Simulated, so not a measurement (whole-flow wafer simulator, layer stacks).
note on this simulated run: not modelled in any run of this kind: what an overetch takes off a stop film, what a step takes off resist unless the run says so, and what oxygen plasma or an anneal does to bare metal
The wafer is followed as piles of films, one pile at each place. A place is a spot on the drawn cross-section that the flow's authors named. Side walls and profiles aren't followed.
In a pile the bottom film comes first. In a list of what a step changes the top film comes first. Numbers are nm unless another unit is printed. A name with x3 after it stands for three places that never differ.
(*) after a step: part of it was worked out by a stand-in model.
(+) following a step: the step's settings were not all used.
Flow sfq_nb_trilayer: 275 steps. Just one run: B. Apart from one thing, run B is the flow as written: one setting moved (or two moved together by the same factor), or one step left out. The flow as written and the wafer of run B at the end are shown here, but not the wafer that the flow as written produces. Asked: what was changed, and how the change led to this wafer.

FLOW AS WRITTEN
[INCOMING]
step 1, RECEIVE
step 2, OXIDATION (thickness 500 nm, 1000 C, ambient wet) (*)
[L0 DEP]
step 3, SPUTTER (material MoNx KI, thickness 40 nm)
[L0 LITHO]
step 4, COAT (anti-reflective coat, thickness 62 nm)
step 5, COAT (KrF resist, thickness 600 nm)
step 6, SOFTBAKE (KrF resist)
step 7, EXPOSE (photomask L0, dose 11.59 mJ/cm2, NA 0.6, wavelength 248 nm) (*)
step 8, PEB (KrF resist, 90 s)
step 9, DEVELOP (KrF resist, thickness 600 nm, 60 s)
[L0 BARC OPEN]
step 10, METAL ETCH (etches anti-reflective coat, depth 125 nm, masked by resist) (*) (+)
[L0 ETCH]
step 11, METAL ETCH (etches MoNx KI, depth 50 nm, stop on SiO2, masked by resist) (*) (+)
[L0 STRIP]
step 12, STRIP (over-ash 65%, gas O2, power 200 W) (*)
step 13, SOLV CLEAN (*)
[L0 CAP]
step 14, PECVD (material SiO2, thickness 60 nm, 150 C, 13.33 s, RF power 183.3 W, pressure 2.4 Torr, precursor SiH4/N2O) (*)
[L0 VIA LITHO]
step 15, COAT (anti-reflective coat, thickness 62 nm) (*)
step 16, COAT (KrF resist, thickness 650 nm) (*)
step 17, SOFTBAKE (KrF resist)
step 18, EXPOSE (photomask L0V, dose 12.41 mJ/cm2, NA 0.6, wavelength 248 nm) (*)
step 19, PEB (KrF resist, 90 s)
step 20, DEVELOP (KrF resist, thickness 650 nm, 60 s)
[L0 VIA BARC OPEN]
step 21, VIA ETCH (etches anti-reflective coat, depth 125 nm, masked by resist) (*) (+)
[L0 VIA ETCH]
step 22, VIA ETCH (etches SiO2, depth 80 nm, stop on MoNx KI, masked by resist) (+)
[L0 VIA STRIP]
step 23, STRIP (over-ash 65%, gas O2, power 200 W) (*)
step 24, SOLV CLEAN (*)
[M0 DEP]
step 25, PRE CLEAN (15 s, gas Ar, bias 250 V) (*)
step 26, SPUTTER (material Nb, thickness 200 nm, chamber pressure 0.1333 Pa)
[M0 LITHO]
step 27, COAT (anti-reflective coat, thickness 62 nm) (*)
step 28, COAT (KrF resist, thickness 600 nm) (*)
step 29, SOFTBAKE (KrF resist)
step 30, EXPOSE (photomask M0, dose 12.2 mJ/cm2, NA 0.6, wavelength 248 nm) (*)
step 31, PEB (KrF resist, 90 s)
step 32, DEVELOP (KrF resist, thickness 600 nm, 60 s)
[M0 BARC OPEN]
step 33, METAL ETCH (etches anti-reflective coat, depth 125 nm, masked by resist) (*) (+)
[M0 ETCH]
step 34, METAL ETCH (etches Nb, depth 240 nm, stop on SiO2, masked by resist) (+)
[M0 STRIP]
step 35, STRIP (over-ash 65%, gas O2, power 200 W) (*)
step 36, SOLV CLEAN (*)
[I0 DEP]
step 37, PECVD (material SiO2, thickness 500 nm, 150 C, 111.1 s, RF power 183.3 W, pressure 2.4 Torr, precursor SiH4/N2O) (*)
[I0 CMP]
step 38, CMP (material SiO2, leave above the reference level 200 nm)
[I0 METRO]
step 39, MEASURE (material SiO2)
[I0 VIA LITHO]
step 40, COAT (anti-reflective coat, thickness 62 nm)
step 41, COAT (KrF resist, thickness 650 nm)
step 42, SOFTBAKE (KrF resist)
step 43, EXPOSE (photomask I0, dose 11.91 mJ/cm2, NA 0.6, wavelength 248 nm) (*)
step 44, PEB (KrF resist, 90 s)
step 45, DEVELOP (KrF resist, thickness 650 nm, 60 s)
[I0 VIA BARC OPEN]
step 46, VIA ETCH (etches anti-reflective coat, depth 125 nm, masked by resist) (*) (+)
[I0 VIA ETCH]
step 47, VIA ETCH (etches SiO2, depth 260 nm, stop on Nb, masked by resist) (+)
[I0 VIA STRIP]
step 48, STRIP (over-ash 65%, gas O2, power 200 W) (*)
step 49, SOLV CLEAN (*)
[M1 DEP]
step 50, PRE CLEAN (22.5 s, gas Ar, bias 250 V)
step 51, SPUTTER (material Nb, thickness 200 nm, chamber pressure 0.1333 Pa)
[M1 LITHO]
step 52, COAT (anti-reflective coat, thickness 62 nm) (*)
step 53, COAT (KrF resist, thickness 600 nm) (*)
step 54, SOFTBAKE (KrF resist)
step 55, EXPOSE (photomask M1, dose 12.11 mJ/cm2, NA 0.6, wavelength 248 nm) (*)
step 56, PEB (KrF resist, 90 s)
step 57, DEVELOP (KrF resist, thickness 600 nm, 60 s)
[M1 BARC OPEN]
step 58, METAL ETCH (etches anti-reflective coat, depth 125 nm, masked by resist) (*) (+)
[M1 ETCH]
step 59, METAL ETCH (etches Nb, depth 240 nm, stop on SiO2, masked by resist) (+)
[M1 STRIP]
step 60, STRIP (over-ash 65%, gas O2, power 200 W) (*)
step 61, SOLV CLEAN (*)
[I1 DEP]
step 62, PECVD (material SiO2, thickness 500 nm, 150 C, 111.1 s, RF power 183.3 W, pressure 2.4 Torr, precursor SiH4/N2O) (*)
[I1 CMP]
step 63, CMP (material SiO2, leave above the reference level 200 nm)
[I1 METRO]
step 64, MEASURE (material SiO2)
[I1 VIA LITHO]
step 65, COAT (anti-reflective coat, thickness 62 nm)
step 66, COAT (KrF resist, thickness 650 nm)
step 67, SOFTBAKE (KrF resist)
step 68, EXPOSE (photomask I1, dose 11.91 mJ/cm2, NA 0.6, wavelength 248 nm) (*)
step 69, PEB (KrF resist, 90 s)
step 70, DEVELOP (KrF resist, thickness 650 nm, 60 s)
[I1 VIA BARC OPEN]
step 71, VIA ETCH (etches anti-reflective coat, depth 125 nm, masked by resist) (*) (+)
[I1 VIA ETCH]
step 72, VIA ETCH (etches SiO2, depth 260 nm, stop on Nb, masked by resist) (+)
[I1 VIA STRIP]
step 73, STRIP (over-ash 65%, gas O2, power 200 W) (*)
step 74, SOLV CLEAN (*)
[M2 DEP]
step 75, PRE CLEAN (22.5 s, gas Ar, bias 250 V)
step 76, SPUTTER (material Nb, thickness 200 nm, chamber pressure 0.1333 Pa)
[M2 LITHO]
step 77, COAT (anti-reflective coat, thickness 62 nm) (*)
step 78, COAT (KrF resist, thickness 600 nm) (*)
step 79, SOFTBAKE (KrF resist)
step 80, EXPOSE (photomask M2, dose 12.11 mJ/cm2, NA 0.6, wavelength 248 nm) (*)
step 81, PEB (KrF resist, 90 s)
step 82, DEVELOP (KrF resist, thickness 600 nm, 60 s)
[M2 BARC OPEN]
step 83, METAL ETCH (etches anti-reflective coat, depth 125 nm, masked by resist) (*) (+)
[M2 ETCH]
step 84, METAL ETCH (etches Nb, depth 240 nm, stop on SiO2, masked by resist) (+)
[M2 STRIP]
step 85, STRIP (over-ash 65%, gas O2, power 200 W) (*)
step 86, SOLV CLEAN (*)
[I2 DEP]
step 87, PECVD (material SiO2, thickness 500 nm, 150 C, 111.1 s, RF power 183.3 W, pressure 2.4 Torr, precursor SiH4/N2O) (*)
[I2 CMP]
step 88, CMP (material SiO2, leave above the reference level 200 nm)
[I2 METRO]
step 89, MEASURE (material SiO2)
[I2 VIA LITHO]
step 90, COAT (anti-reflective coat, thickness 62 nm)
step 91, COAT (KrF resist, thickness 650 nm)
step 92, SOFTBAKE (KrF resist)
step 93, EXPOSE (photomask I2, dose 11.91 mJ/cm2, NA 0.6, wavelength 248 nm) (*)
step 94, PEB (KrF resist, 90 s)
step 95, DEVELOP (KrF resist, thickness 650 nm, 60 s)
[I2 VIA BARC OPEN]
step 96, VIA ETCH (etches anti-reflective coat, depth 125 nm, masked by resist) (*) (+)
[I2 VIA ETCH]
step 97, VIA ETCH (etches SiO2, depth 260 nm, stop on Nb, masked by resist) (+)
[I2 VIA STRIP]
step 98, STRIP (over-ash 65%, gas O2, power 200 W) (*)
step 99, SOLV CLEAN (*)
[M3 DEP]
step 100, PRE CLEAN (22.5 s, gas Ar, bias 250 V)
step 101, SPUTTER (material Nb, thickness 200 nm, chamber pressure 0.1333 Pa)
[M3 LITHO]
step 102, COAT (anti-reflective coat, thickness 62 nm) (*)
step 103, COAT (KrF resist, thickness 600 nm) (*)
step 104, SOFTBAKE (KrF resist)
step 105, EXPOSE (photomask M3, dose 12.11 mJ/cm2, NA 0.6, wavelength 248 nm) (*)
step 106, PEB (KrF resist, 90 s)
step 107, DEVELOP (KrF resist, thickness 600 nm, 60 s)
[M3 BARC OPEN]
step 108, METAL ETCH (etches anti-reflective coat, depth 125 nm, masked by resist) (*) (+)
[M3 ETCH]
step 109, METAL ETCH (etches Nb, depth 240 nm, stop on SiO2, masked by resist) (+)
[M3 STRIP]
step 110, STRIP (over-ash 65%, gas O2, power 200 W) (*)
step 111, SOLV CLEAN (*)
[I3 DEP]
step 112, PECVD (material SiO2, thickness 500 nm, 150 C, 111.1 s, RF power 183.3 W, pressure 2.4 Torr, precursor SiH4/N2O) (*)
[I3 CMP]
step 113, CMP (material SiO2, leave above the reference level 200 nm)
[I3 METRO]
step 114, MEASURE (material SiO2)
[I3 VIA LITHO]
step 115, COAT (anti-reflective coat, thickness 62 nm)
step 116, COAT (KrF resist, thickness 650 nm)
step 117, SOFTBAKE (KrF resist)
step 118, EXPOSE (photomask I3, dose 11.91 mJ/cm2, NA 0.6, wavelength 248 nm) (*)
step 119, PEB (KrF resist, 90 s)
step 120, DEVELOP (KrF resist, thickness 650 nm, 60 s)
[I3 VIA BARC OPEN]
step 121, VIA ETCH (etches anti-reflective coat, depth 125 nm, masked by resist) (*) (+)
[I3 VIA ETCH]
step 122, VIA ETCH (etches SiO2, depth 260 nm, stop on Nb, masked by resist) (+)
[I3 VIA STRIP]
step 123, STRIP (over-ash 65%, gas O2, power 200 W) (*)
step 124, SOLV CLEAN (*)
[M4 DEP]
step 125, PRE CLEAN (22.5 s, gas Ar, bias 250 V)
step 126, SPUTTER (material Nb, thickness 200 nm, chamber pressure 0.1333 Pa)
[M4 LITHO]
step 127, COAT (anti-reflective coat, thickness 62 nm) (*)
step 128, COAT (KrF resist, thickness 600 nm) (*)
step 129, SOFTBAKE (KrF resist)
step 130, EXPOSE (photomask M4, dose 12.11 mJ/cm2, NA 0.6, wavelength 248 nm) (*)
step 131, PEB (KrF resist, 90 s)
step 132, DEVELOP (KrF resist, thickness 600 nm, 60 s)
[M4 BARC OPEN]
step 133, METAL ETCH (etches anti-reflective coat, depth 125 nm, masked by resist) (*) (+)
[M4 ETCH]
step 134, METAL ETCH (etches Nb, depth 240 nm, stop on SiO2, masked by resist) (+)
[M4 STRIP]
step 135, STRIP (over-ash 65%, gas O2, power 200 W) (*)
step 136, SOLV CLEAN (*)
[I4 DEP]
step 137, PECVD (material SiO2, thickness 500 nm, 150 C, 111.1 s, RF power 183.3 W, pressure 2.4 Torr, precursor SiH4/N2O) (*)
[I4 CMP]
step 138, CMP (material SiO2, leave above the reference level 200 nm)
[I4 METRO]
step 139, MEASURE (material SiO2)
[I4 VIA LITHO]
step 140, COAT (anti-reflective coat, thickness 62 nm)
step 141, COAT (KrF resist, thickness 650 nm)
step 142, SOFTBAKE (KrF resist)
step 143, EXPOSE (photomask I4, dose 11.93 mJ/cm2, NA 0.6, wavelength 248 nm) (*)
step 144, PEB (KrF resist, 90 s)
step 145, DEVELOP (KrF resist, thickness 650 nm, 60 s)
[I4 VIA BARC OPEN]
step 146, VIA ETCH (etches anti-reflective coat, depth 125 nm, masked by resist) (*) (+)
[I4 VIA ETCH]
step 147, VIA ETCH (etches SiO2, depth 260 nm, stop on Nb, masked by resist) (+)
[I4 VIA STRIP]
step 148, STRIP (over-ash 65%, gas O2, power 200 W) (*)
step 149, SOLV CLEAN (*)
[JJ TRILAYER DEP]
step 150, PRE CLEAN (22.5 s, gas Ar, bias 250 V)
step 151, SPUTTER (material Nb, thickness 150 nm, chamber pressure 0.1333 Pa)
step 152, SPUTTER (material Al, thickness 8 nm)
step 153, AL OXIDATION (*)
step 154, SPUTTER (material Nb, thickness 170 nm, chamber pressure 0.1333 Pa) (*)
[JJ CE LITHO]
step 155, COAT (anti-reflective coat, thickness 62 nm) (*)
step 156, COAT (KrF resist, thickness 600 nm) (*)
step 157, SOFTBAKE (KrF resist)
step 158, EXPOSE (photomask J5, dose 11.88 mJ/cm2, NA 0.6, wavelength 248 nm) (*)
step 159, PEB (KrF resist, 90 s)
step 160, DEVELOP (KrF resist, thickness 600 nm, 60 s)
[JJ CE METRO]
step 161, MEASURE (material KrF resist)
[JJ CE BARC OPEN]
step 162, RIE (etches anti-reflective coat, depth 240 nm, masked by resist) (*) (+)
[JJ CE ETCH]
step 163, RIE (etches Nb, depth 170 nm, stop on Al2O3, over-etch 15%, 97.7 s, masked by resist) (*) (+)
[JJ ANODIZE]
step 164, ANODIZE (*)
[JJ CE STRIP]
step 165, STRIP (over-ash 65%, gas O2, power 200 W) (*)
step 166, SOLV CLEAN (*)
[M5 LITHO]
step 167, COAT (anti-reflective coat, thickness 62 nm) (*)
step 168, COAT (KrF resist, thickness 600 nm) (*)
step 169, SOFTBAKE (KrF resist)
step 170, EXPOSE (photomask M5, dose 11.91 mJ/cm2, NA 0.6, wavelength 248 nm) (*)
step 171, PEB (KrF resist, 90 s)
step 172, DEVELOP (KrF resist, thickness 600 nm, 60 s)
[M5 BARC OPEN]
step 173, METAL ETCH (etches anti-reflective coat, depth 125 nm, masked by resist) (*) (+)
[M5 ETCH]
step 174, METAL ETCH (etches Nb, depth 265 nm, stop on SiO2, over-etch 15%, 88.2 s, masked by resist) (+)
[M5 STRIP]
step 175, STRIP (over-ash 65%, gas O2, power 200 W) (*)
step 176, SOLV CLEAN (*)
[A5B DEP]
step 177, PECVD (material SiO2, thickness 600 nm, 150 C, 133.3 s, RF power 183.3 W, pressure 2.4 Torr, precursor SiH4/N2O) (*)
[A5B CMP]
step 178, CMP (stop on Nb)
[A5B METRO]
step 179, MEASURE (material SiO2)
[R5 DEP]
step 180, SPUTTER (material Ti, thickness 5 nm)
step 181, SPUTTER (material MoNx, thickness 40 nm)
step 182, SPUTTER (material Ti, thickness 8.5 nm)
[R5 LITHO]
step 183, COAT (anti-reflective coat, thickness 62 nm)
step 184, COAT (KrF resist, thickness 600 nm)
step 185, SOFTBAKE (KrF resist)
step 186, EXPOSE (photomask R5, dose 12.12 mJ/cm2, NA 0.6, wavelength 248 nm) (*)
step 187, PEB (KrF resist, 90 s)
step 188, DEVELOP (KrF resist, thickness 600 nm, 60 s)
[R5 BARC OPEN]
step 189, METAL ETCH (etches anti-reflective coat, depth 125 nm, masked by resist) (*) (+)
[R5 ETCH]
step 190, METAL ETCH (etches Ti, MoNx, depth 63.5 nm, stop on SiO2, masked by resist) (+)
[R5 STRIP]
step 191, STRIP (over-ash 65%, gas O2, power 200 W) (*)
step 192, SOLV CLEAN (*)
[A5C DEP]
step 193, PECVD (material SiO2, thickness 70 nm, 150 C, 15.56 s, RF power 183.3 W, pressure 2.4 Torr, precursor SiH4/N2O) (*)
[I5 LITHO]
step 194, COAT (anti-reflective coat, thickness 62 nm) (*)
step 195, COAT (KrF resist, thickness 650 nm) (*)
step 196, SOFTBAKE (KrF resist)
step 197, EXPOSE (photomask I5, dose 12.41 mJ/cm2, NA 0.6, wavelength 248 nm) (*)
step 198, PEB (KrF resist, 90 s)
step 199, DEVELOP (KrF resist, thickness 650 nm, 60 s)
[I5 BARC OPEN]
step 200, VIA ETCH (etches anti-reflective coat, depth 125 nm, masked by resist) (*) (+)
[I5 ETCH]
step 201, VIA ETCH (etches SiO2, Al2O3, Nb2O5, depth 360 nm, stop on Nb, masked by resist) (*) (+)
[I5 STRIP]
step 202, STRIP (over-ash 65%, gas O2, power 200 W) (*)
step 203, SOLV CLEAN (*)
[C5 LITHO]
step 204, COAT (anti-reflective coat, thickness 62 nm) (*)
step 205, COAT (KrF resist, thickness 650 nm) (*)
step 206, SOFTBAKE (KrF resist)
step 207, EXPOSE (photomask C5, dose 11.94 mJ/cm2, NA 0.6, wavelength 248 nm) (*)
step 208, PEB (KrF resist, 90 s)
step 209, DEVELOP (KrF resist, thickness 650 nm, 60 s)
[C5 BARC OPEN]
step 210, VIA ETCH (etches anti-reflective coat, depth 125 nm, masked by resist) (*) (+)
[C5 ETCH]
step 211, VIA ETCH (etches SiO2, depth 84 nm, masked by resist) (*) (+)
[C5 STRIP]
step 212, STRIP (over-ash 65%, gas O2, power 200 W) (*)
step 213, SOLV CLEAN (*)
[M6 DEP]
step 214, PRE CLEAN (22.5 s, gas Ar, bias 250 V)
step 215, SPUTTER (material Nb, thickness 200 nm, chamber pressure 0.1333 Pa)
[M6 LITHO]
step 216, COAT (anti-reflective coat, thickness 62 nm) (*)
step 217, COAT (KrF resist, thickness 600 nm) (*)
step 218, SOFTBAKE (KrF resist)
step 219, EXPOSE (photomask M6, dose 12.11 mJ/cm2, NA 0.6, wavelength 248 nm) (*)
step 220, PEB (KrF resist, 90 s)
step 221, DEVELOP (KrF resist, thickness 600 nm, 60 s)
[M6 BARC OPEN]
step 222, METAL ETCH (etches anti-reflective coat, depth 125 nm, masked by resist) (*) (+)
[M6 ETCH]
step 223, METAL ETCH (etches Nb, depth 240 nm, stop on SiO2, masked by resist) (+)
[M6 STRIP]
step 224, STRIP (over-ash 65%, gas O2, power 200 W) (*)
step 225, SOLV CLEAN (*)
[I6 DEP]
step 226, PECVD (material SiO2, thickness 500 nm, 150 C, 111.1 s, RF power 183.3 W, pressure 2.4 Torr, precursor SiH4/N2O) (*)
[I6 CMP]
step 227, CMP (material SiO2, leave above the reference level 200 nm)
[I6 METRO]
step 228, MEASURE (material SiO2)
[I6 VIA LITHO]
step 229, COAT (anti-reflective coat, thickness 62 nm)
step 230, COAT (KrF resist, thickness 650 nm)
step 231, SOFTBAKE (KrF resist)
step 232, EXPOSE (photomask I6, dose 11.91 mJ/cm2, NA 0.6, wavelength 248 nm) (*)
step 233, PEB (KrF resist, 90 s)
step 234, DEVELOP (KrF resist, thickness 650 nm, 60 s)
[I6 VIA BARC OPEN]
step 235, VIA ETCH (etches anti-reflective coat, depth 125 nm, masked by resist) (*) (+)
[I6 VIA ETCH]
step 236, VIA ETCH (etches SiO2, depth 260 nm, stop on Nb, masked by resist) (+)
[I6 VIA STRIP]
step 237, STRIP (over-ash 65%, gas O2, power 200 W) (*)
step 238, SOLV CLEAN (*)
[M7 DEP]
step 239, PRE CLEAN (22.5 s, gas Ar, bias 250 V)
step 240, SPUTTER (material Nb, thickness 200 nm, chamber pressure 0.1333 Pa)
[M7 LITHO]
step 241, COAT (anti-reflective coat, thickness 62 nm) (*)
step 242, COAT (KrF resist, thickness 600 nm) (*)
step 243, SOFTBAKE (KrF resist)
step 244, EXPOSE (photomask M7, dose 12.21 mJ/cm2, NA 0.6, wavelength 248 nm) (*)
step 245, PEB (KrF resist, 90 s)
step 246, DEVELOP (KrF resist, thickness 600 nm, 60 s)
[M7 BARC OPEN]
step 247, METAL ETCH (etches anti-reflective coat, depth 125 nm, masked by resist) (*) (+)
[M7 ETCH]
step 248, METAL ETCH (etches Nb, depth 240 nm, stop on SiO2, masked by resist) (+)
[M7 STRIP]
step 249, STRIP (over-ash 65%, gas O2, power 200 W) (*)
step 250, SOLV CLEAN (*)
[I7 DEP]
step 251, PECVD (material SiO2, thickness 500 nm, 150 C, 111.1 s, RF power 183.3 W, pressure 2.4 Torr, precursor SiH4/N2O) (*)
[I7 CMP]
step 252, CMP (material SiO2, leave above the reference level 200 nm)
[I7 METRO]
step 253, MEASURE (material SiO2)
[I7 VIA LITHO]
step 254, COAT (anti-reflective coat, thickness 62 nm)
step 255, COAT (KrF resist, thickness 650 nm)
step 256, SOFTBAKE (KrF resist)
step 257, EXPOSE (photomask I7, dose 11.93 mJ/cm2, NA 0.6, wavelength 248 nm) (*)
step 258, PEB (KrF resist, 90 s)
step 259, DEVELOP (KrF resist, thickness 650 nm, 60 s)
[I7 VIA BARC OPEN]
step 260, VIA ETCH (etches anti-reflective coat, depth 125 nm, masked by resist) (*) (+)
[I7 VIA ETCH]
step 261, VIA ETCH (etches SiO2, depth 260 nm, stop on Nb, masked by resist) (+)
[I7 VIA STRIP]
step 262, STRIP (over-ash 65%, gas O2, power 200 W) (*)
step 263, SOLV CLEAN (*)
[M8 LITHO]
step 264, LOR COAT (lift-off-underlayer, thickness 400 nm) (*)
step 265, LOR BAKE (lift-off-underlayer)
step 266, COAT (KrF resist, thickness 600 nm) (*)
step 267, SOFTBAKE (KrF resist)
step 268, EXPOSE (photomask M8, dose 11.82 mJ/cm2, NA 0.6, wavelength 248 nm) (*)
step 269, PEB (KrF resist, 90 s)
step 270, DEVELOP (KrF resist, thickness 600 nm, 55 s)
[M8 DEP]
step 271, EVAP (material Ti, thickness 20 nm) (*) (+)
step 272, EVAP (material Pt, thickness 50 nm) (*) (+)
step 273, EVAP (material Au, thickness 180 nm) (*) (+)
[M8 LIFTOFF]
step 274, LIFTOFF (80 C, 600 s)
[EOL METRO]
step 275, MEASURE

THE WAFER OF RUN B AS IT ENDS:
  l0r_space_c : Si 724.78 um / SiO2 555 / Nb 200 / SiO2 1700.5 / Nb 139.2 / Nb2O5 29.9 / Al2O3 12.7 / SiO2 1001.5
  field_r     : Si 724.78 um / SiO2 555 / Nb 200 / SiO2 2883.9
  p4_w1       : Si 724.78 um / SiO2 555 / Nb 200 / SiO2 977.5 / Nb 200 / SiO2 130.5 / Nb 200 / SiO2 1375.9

What caused this: step 113, CMP: leave above the reference level 138 nm was run, whereas the flow has leave above the reference level 200 nm.

How this came from the change, step by step:
  step 113, CMP (material SiO2, leave above the reference level 200 nm)
      field_l, be, be_sur and 64 more: -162 SiO2 (as written it would have been: -100 SiO2)
      v_sur, via_wl, via_wr and 27 more: -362 SiO2 (as written it would have been: -300 SiO2)
      (and at 9 other places as well)
  step 122, VIA ETCH (etches SiO2, depth 260 nm, stop on Nb, masked by resist) (+)
      field_l, v_sur, via_wl and 102 more: -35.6 KrF resist (as written it would have been: -44.8 KrF resist)
      via_v: -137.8 SiO2 (all of it) (as written it would have been: -199.8 SiO2 (all of it))
  step 126, SPUTTER (material Nb, thickness 200 nm, chamber pressure 0.1333 Pa)
      via_v: +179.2 Nb (as written it would have been: +165.5 Nb)
  step 127, COAT (anti-reflective coat, thickness 62 nm) (*)
      via_sp: +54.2 anti-reflective coat (new film) (as written it would have been: +53 anti-reflective coat (new film))
      via_v: +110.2 anti-reflective coat (new film) (as written it would have been: +124.8 anti-reflective coat (new film))
      (and at 1 other place as well)
  step 128, COAT (KrF resist, thickness 600 nm) (*)
      via_v: +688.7 KrF resist (new film) (as written it would have been: +739.8 KrF resist (new film))
  step 135, STRIP (over-ash 65%, gas O2, power 200 W) (*)
      via_sp: -378.1 KrF resist (all of it), -54.2 anti-reflective coat (all of it) (as written it would have been: -373.9 KrF resist (all of it), -53 anti-reflective coat (all of it))
      via_v: -470.9 KrF resist (all of it), -110.2 anti-reflective coat (all of it) (as written it would have been: -521.8 KrF resist (all of it), -124.8 anti-reflective coat (all of it))
      (and at 1 other place as well)
  step 137, PECVD (material SiO2, thickness 500 nm, 150 C, 111.1 s, RF power 183.3 W, pressure 2.4 Torr, precursor SiH4/N2O) (*)
      via_v: +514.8 SiO2 (new film) (as written it would have been: +615 SiO2 (new film))
  step 138, CMP (material SiO2, leave above the reference level 200 nm)
      via_v: -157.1 SiO2 (as written it would have been: -181.6 SiO2)
